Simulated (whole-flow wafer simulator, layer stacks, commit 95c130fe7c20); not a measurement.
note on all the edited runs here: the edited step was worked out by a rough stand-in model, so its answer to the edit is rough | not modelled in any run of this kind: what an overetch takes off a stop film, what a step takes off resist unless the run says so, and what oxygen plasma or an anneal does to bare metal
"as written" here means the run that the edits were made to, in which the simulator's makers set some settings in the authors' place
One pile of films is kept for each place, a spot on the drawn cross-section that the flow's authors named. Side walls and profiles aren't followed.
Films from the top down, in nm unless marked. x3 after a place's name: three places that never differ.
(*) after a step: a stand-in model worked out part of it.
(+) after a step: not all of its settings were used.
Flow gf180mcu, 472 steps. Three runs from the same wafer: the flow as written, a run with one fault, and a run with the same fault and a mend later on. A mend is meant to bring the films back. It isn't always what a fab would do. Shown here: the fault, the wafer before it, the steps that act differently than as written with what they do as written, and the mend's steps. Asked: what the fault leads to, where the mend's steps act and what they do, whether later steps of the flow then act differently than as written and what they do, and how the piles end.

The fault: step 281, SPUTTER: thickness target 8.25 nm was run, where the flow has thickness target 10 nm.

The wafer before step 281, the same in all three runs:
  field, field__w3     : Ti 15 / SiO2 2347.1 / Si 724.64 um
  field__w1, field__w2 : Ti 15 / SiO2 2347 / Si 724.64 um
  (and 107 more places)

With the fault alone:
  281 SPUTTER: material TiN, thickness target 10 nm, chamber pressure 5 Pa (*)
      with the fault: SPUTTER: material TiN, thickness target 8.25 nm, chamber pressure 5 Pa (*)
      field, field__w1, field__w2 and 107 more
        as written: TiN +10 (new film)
        with the fault: TiN +8.25 (new film)
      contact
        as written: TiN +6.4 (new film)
        with the fault: TiN +5.29 (new film)
  Later steps of the flow that act differently than as written (1 more step differs only slightly, by at most 2% or 0.5 nm, whichever is larger, and isn't shown):
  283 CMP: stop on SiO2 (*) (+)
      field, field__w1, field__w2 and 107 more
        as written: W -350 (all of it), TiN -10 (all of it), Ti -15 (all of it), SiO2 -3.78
        with the fault: W -350 (all of it), TiN -8.25 (all of it), Ti -15 (all of it), SiO2 -3.77
  At the end the piles differ from the flow's by more than 2% or 0.5 nm, whichever is larger, at contact.
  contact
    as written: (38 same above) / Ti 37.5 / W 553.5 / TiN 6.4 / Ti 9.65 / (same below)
    with the fault: (38 same above) / Ti 37.5 / W 554.6 / TiN 5.29 / Ti 9.65 / (same below)

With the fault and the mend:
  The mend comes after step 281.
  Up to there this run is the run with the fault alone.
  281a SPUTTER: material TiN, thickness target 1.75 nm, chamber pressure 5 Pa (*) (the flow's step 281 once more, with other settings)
      field, field__w1, field__w2 and 107 more
        TiN +1.75
      contact
        TiN +1.12
  No later step of the flow acts differently than as written at any place that is followed.
  At the end the piles are the same as the flow's at every place that both follow.
